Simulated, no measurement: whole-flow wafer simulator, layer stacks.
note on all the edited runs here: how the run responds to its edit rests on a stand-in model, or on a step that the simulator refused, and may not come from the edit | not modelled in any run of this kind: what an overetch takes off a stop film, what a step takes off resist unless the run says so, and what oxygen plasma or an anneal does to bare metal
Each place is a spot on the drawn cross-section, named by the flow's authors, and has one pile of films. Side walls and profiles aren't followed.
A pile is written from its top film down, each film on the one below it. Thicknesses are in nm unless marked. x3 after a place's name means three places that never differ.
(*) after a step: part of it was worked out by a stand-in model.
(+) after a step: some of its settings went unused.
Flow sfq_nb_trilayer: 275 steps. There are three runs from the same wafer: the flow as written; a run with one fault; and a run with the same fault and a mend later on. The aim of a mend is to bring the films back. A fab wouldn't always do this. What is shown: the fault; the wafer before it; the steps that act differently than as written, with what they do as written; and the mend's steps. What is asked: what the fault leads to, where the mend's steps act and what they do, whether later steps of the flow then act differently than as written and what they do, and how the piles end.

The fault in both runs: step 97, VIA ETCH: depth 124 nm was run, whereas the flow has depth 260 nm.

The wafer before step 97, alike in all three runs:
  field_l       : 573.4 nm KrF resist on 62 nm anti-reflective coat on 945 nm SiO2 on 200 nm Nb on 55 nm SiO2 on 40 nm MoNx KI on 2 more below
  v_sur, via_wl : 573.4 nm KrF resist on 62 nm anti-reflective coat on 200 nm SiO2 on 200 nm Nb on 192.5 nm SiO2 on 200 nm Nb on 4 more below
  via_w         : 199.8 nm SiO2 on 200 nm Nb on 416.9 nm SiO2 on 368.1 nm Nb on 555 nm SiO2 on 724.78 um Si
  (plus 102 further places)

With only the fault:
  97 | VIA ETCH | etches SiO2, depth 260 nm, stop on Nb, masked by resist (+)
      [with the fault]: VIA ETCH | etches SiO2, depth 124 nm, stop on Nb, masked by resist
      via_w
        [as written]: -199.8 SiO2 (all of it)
        [with the fault]: -124 SiO2
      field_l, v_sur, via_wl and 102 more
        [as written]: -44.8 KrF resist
        [with the fault]: -21.4 KrF resist
  Steps further on in the flow that do not act as written (3 other steps are not shown; they differ only slightly, by no more than 2% or 0.5 nm, whichever is larger):
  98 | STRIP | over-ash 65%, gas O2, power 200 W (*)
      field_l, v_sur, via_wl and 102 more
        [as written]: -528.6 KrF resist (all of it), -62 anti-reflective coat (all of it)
        [with the fault]: -552.1 KrF resist (all of it), -62 anti-reflective coat (all of it)
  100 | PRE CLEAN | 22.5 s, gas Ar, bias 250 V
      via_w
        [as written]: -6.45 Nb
        [with the fault]: -7.5 SiO2
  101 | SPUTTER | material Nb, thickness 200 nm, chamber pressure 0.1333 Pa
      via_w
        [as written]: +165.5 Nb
        [with the fault]: +182.1 Nb (new film)
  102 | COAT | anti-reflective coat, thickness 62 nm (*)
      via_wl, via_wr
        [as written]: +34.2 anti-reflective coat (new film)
        [with the fault]: +36.9 anti-reflective coat (new film)
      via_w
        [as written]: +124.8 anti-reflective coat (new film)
        [with the fault]: +107.7 anti-reflective coat (new film)
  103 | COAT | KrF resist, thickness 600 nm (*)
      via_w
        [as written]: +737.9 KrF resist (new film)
        [with the fault]: +675.9 KrF resist (new film)
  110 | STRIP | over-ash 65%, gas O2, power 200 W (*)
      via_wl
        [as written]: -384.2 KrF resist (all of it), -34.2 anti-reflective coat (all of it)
        [with the fault]: -390.9 KrF resist (all of it), -36.9 anti-reflective coat (all of it)
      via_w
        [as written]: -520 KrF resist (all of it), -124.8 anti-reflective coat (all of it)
        [with the fault]: -458.1 KrF resist (all of it), -107.7 anti-reflective coat (all of it)
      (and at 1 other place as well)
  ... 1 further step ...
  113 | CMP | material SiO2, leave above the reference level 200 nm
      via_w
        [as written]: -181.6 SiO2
        [with the fault]: -157.9 SiO2
  By the end, the piles at via_w depart from the flow's by more than 2% or 0.5 nm, whichever is larger.
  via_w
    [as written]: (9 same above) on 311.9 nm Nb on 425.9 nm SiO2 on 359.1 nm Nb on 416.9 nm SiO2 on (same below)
    [with the fault]: (9 same above) on 311.9 nm Nb on 334.6 nm SiO2 on 182.1 nm Nb on 68.3 nm SiO2 on 200 nm Nb on 416.9 nm SiO2 on (same below)

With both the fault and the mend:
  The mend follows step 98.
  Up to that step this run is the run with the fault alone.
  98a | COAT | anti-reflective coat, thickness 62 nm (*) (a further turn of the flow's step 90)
      p4_fl x3, p4_w1 x9, p4_g1 x2 and 63 more
        +62 anti-reflective coat (new film)
      jj_sur, ce_l, c5j and 6 more
        +61.8 anti-reflective coat (new film)
      moat, field_r, lsp_l and 6 more
        +61.9 anti-reflective coat (new film)
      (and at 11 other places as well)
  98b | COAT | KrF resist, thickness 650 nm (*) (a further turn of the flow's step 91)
      p4_fl x3, p4_w1 x9, p4_g1 x2 and 63 more
        +650 KrF resist (new film)
      r_sur, res, r_end, moat, field_r, l0v
        +649.6 KrF resist (new film)
      lsp_l, ln_m5, lsp_m, ln_m6, lsp_r, l0_sur
        +649.7 KrF resist (new film)
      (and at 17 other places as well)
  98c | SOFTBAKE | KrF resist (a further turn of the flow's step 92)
      does not change any film at any place that is followed
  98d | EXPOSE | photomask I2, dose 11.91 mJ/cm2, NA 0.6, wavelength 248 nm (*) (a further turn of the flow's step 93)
      does not change any film at any place that is followed
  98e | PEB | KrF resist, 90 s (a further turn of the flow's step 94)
      be_sur, gap, jj_sur and 94 more
        -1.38 KrF resist
      field_l, via_v, wire, be
        -1.37 KrF resist
      v_sur, via_sp
        -1.36 KrF resist
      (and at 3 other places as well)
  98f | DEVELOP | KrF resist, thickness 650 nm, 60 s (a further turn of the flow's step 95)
      field_l, v_sur, via_wl and 102 more
        -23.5 KrF resist
      via_w
        -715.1 KrF resist (all of it)
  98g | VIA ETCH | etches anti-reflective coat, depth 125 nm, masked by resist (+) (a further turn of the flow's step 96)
      field_l, v_sur, via_wl and 102 more
        -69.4 KrF resist
      via_w
        -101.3 anti-reflective coat (all of it), -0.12 SiO2
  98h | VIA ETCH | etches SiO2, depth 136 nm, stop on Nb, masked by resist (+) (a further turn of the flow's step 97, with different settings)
      field_l, v_sur, via_wl and 102 more
        -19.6 KrF resist
      via_w
        -75.7 SiO2 (all of it)
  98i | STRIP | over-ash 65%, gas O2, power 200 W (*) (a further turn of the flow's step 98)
      p4_fl x3, p4_w1 x9, p4_g1 x2 and 63 more
        -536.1 KrF resist (all of it), -62 anti-reflective coat (all of it)
      moat, field_r, lsp_l, ln_m5, lsp_m, lsp_r, l0_sur, l0v
        -535.7 KrF resist (all of it), -61.9 anti-reflective coat (all of it)
      jj_sur, ce_l, c5j
        -535.5 KrF resist (all of it), -61.8 anti-reflective coat (all of it)
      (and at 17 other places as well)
  Every later step of the flow that is run acts as written at every place that is followed.
  By the end, the piles equal the flow's at every place that both follow.
